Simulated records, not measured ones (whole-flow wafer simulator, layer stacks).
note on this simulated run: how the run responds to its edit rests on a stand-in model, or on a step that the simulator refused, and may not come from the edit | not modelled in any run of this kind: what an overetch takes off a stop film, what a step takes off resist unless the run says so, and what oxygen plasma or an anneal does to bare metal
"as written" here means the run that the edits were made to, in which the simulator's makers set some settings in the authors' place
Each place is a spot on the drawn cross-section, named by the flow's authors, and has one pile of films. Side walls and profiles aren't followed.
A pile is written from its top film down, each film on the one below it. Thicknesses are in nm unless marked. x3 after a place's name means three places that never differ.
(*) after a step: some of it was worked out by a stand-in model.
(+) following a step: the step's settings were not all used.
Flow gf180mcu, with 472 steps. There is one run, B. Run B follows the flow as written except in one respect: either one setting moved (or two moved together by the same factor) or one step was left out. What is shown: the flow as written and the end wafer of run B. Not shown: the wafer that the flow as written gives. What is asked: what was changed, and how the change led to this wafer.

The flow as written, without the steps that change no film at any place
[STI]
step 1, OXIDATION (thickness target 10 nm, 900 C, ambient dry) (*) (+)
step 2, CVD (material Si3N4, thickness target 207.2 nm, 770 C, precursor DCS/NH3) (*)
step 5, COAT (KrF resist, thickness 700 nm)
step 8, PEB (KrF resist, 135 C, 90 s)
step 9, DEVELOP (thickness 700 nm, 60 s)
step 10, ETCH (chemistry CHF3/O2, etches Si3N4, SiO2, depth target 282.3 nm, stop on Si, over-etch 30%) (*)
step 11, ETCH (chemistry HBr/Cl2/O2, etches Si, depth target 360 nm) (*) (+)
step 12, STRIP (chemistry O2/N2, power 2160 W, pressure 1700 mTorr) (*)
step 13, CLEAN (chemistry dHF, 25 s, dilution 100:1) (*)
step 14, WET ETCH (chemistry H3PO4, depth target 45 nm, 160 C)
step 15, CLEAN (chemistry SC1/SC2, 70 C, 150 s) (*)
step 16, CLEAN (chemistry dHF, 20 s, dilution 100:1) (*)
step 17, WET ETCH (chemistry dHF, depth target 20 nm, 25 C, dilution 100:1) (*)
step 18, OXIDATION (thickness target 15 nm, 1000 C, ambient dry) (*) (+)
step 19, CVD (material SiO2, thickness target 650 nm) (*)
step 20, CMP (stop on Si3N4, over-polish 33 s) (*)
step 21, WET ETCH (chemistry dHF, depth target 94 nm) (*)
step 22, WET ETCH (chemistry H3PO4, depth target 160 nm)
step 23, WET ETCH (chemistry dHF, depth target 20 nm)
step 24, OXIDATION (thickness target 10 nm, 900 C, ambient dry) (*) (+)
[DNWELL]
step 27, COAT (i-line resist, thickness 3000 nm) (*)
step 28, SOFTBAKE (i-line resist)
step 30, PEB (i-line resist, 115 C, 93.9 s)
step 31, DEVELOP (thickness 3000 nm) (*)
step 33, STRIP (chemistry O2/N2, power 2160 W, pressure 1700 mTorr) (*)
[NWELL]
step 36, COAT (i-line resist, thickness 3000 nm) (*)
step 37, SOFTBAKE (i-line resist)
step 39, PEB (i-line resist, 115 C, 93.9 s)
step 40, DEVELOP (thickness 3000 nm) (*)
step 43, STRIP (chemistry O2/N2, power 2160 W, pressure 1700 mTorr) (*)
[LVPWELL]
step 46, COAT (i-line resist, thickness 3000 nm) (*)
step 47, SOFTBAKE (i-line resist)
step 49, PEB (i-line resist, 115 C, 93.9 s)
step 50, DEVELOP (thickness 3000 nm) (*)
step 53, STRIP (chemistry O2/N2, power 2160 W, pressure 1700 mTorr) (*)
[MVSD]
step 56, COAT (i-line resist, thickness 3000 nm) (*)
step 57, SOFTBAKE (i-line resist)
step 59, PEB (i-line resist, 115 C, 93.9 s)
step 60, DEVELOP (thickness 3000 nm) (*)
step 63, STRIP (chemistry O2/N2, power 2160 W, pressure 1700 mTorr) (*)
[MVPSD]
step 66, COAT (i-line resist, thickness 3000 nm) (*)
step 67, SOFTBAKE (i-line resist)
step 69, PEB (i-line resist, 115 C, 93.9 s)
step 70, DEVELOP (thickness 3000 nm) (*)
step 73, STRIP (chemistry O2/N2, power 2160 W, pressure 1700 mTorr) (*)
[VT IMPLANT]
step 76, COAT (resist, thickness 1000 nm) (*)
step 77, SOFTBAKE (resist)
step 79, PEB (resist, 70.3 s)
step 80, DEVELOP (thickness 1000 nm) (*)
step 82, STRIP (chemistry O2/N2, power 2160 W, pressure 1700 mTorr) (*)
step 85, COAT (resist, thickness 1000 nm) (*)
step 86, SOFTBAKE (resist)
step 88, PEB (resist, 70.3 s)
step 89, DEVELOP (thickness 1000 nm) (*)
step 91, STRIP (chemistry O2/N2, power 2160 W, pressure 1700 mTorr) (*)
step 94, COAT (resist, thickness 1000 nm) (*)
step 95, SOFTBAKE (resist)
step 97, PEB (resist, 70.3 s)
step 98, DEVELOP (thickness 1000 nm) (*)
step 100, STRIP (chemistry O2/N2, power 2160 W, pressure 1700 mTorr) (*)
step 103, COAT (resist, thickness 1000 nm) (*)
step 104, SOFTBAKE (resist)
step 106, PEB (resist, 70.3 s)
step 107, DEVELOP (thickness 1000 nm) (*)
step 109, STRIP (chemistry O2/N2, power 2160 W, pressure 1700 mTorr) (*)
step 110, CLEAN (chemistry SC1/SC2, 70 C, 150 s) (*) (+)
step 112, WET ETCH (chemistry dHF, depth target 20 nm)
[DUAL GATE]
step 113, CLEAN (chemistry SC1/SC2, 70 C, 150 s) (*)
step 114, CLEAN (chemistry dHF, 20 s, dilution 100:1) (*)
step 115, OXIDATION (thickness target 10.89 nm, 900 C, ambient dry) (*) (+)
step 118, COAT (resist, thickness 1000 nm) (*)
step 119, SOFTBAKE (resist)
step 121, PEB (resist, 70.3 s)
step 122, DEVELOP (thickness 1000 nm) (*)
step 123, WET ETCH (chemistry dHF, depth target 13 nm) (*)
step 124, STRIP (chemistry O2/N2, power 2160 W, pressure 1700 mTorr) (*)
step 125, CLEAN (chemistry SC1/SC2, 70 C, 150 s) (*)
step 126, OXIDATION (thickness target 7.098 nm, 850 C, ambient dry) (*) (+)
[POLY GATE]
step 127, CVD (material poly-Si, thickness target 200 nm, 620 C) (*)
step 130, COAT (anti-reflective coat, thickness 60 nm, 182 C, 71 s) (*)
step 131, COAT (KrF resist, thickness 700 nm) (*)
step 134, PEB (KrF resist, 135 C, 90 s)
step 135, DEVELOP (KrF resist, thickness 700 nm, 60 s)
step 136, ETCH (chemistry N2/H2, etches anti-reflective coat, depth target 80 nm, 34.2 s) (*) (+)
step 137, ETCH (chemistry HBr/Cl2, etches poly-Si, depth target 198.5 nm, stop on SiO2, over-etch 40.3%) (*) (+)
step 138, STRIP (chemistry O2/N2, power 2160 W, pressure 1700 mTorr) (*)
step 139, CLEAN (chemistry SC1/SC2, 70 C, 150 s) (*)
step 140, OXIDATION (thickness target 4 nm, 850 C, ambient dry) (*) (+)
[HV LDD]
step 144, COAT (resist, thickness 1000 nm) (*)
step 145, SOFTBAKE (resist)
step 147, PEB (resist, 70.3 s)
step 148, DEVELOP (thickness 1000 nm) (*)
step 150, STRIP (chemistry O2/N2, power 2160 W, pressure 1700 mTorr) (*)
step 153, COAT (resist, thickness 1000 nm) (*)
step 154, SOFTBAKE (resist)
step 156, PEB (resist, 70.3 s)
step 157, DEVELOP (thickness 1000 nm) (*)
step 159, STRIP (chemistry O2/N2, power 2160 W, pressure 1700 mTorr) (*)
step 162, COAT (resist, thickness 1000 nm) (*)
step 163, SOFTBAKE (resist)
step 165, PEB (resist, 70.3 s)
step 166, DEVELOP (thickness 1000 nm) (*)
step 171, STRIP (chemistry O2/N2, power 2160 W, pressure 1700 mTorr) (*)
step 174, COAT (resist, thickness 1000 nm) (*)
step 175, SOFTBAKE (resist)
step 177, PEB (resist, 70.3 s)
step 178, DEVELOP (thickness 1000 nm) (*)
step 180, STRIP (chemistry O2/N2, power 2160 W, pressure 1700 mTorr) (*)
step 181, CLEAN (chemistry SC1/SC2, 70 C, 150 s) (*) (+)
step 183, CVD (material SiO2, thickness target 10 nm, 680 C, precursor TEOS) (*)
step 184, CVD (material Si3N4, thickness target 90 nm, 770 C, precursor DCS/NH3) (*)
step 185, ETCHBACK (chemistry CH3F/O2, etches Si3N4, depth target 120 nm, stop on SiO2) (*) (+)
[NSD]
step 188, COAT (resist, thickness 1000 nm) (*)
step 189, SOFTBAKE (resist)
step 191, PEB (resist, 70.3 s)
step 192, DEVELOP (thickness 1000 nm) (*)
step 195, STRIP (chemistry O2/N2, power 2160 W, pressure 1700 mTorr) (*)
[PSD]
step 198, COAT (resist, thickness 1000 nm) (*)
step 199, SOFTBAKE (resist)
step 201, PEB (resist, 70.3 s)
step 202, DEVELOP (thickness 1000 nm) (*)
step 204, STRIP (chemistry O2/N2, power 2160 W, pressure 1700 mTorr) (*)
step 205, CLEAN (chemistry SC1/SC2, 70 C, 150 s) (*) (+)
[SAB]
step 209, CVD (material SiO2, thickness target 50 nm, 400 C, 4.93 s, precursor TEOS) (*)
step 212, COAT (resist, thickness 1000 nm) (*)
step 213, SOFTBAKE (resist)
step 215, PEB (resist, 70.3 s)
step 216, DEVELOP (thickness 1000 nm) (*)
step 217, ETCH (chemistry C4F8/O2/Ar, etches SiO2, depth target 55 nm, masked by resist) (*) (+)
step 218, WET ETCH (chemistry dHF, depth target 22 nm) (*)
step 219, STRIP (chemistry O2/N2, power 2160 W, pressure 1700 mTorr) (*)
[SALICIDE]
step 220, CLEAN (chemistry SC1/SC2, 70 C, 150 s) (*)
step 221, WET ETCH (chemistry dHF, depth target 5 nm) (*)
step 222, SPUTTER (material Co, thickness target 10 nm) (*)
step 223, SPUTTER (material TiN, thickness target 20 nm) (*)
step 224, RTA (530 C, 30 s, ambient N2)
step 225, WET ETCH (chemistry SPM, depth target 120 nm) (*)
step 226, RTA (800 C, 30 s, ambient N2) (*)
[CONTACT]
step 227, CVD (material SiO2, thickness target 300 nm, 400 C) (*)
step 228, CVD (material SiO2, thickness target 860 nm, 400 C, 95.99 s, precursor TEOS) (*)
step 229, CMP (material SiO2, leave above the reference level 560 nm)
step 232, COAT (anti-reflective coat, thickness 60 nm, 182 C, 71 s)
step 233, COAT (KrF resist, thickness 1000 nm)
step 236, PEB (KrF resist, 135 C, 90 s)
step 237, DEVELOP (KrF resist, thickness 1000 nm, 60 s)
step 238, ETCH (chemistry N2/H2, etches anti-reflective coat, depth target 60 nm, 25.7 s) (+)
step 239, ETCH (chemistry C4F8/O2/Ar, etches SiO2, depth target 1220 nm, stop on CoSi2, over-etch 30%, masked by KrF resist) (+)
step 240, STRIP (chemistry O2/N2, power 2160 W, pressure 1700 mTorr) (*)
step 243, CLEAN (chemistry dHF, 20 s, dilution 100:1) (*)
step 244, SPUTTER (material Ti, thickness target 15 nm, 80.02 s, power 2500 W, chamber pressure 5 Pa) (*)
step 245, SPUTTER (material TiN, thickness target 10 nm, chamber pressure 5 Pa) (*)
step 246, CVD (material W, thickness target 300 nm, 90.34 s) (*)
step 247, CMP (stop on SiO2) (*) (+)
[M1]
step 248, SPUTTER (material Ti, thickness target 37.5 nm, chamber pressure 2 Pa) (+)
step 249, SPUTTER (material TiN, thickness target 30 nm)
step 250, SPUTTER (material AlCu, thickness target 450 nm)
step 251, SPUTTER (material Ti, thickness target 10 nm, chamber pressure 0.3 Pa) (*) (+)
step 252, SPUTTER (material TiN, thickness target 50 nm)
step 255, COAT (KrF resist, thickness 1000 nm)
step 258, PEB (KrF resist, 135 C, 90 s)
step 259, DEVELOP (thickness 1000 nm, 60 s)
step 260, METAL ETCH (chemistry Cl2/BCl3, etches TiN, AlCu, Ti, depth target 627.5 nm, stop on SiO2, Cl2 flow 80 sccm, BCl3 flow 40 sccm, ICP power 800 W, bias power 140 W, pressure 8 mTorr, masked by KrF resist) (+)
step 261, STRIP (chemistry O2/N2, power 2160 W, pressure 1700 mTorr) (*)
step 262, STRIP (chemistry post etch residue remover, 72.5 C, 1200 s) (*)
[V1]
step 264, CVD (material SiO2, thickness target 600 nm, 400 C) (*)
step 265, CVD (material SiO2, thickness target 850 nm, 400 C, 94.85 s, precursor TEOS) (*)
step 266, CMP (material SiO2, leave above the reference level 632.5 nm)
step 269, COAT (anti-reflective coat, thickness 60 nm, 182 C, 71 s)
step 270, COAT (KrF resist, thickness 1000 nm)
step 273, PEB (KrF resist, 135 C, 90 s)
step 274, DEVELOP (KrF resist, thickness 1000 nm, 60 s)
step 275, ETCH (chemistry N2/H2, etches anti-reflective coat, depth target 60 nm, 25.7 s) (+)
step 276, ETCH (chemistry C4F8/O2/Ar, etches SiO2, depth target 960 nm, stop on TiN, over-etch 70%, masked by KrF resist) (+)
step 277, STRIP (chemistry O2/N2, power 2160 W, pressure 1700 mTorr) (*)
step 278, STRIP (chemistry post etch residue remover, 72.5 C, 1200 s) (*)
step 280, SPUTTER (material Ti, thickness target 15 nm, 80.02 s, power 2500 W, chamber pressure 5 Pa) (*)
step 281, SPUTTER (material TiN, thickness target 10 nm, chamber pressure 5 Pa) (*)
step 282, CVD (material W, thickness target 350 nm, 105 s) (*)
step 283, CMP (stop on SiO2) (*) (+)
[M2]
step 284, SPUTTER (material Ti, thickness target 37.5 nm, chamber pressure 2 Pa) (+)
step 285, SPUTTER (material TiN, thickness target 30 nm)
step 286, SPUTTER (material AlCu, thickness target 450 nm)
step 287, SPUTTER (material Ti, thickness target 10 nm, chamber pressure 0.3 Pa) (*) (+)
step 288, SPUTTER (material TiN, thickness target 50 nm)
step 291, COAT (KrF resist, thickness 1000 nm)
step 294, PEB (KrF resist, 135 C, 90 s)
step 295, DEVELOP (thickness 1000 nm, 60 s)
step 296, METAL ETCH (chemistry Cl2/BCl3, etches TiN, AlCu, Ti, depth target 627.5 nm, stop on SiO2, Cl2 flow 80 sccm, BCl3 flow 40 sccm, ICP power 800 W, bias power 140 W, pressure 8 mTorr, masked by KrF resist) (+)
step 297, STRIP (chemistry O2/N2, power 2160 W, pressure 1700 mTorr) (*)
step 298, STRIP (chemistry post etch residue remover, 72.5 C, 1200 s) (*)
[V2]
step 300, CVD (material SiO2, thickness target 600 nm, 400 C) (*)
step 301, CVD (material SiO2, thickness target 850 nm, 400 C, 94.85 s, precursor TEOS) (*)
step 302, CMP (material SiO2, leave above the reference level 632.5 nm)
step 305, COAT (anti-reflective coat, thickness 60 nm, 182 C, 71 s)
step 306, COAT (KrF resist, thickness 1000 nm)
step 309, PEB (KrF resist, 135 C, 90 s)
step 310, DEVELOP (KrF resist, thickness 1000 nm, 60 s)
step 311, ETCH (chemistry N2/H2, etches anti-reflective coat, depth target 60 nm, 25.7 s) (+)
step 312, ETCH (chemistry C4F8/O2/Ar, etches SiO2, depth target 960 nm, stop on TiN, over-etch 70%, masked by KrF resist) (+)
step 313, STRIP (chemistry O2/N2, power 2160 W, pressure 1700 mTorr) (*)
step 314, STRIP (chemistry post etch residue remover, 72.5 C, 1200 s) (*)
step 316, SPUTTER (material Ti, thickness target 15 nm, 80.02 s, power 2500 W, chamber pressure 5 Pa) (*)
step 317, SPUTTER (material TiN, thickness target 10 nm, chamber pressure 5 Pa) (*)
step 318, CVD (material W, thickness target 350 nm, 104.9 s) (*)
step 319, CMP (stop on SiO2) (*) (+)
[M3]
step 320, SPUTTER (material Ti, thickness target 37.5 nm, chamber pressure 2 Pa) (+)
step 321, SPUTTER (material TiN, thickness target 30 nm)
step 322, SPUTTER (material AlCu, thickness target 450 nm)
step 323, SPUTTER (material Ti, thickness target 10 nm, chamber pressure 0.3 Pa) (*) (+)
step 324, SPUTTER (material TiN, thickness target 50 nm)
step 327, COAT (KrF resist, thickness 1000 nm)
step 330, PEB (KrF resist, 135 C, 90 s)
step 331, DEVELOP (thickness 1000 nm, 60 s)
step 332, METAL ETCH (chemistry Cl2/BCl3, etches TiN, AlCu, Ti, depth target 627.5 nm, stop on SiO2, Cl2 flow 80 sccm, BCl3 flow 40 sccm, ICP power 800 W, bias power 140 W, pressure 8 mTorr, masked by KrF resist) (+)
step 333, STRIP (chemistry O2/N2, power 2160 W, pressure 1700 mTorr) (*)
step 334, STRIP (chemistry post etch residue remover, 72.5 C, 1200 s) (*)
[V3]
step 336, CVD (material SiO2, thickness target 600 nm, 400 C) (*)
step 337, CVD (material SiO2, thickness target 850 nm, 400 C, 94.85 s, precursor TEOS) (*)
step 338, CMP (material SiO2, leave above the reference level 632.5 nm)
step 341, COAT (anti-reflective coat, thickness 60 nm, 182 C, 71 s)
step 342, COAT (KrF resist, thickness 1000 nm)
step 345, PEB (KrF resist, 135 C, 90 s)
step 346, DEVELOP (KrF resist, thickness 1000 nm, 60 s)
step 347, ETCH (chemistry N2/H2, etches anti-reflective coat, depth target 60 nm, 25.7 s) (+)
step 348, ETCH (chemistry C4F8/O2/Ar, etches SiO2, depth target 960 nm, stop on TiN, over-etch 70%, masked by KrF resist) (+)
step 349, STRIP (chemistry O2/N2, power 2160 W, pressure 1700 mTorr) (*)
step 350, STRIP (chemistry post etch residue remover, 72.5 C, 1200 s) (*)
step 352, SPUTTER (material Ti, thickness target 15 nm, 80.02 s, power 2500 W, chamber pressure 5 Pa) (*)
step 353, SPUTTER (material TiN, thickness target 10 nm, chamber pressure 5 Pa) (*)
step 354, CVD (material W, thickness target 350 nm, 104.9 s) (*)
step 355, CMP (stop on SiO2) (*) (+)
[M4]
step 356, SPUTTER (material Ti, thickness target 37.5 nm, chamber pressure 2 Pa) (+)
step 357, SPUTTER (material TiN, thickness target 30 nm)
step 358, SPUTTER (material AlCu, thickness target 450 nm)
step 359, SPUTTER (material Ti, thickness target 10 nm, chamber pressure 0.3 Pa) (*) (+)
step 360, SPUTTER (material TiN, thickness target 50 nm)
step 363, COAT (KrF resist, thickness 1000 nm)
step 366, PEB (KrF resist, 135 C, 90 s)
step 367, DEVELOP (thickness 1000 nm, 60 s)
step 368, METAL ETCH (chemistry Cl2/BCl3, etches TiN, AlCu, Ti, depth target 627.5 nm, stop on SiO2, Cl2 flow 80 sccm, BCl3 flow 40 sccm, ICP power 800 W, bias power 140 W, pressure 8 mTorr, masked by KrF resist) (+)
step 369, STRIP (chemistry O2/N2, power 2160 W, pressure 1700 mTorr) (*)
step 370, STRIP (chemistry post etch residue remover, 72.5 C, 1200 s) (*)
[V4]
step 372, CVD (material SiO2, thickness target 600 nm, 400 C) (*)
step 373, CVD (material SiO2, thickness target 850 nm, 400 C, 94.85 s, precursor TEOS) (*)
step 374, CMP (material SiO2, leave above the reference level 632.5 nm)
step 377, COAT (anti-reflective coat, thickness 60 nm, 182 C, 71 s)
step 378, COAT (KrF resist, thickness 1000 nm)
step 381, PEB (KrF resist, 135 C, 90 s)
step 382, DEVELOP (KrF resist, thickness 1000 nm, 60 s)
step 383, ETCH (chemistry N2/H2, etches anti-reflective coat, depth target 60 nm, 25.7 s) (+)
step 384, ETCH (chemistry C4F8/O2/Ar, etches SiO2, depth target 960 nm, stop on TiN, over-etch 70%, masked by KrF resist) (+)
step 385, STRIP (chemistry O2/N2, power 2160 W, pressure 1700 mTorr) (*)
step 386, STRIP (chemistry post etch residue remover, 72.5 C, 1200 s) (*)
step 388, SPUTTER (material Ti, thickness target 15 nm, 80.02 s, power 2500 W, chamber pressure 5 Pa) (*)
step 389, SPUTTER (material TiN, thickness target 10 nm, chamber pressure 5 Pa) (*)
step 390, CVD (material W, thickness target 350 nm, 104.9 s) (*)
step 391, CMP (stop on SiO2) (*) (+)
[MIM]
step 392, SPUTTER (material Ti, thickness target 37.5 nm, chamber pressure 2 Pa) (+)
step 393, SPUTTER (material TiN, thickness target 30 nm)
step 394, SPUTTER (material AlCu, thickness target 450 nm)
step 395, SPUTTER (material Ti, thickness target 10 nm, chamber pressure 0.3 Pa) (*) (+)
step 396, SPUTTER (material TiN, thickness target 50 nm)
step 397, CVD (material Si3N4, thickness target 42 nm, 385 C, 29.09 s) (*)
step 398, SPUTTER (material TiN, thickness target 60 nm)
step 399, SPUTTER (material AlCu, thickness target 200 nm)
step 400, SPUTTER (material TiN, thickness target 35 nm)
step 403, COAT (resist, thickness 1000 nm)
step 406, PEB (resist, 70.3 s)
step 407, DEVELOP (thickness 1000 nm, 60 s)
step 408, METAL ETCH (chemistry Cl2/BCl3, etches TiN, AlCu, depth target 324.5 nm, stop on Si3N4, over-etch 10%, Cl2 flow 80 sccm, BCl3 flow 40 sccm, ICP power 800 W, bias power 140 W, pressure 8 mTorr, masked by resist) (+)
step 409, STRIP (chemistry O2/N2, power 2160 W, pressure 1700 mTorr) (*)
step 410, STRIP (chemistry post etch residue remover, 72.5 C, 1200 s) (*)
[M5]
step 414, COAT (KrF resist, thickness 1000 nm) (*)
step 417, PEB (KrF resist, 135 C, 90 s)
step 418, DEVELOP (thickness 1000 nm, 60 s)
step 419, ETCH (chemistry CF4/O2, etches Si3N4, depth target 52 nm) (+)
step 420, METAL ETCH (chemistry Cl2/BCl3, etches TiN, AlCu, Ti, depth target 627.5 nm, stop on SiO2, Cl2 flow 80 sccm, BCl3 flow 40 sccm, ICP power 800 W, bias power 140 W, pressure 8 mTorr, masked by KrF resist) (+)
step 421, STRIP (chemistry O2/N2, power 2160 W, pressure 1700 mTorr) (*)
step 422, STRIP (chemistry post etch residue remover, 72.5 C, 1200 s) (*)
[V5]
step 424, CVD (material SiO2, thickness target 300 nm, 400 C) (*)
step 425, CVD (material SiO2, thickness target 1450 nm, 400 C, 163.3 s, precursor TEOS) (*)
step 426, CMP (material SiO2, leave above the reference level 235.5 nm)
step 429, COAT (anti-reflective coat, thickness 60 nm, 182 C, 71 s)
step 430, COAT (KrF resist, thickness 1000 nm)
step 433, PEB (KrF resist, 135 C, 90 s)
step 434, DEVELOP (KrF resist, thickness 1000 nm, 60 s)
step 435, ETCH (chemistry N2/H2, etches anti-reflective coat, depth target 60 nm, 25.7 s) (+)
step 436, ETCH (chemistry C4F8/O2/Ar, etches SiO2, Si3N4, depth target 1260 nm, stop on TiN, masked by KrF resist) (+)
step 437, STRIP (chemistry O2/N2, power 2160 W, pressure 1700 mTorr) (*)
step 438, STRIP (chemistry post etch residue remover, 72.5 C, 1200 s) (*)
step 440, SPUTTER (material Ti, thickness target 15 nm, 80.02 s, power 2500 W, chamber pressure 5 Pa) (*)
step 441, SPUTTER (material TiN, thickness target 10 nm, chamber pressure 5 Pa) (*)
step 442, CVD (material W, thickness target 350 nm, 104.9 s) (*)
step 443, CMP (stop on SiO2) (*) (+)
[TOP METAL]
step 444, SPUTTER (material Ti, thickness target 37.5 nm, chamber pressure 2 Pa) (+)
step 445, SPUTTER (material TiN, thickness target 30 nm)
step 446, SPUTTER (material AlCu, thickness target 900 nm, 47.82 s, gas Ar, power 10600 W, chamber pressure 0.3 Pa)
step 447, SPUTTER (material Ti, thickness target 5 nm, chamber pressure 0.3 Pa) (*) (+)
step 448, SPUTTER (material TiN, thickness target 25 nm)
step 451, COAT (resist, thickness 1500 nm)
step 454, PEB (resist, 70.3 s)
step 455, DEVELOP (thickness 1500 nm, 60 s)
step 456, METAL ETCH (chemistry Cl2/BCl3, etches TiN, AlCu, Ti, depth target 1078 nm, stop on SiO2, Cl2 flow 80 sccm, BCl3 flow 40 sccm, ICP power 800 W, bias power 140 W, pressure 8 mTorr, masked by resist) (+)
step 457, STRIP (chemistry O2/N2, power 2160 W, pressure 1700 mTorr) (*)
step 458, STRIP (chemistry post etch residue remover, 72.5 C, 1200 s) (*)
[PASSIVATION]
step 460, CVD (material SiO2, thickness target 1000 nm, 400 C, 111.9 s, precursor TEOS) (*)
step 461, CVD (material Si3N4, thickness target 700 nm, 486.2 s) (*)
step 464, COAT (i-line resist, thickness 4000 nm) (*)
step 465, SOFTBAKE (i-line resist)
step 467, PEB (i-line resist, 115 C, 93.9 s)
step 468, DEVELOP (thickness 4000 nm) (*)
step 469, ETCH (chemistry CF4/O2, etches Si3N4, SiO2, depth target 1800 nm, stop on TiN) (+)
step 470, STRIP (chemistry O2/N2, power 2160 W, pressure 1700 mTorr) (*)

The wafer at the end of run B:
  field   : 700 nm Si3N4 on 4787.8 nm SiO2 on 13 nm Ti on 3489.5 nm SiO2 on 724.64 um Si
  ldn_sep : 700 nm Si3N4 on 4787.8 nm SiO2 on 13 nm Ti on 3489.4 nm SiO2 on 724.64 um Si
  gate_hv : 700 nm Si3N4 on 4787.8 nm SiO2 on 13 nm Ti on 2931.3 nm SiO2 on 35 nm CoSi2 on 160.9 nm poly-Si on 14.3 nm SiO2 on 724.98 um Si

Cause: step 322, SPUTTER: thickness target 513 nm was run, while the flow as written has thickness target 450 nm.

The path from the change to this, step by step:
  step 322, SPUTTER (material AlCu, thickness target 450 nm)
      field, field__w1, field__w2 and 108 more: +513 AlCu (new film) (as written it would have been: +450 AlCu (new film))
  step 332, METAL ETCH (chemistry Cl2/BCl3, etches TiN, AlCu, Ti, depth target 627.5 nm, stop on SiO2, Cl2 flow 80 sccm, BCl3 flow 40 sccm, ICP power 800 W, bias power 140 W, pressure 8 mTorr, masked by KrF resist) (+)
      field, field__w1, field__w2 and 103 more: -50 TiN (all of it), -10 Ti (all of it), -513 AlCu (all of it), -30 TiN (all of it), -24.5 Ti (as written it would have been: -50 TiN (all of it), -10 Ti (all of it), -450 AlCu (all of it), -30 TiN (all of it), -37.5 Ti (all of it))
  step 336, CVD (material SiO2, thickness target 600 nm, 400 C) (*)
      field, field__w1, field__w2 and 103 more: +600 SiO2 (new film) (as written it would have been: +600 SiO2)
  step 338, CMP (material SiO2, leave above the reference level 632.5 nm)
      field, field__w1, field__w2 and 103 more: -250 SiO2 (as written it would have been: -300 SiO2)
Taking metal films that touch as one body, field has 1 body; the flow as written gives 0 bodies.
Taking metal films that touch as one body, ldn_sep has 1 body; the flow as written gives 0 bodies.
Taking metal films that touch as one body, gate_hv has 2 bodies (between them, from the top down: SiO2 2931.3); the flow as written gives 1 body.
